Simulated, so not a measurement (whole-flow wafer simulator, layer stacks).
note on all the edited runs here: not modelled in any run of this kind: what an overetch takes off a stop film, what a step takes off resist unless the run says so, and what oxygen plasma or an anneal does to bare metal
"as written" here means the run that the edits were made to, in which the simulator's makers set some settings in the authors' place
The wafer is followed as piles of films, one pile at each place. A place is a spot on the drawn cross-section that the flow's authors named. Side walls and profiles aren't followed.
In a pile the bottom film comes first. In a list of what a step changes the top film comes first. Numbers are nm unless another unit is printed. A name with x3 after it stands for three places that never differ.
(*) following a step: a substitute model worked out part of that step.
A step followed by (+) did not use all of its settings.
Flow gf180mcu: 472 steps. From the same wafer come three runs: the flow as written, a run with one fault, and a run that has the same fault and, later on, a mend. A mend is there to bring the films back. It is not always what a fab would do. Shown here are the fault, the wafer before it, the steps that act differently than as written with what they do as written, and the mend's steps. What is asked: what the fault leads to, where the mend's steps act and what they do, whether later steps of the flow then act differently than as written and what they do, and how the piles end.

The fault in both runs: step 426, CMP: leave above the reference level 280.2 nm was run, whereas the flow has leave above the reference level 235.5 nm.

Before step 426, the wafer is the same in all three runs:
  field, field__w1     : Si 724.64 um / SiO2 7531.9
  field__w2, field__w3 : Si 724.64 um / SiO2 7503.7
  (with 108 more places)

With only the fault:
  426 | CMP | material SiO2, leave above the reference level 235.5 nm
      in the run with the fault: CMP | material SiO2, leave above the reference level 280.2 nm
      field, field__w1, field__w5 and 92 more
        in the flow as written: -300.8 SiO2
        in the run with the fault: -256.1 SiO2
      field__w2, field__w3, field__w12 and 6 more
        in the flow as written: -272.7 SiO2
        in the run with the fault: -228 SiO2
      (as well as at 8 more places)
  Later steps of the flow acting differently than as written (not shown: 2 more steps that differ only slightly, by at most 2% or 0.5 nm, whichever is larger):
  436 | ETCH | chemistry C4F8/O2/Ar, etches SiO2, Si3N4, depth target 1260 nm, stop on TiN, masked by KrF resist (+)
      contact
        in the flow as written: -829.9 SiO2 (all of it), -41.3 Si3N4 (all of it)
        in the run with the fault: -874.6 SiO2 (all of it), -41.3 Si3N4 (all of it)
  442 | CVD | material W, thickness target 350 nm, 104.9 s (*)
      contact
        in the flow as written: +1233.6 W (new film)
        in the run with the fault: +1278.6 W (new film)
  The piles end different from the flow's at field__w4, field__w8, contact, m1, m1__w1, mim, mim_1p0, m1_nw by more than 2% or 0.5 nm, whichever is larger.
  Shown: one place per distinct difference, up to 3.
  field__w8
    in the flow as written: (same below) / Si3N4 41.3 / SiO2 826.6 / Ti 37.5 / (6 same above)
    in the run with the fault: (same below) / Si3N4 41.3 / SiO2 871.3 / Ti 37.5 / (6 same above)
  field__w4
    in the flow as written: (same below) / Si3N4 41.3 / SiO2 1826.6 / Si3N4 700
    in the run with the fault: (same below) / Si3N4 41.3 / SiO2 1871.3 / Si3N4 700
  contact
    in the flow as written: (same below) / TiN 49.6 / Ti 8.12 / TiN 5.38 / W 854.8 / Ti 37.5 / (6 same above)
    in the run with the fault: (same below) / TiN 49.6 / Ti 7.91 / TiN 5.24 / W 899.8 / Ti 37.5 / (6 same above)

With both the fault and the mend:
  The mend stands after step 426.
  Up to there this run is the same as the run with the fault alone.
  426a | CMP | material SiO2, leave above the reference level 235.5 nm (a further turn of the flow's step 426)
      field, field__w1, field__w2 and 109 more
        -44.7 SiO2
  None of the later steps of the flow acts differently than as written at any place that is followed.
  At every place that both follow, the piles at the end match the flow's.
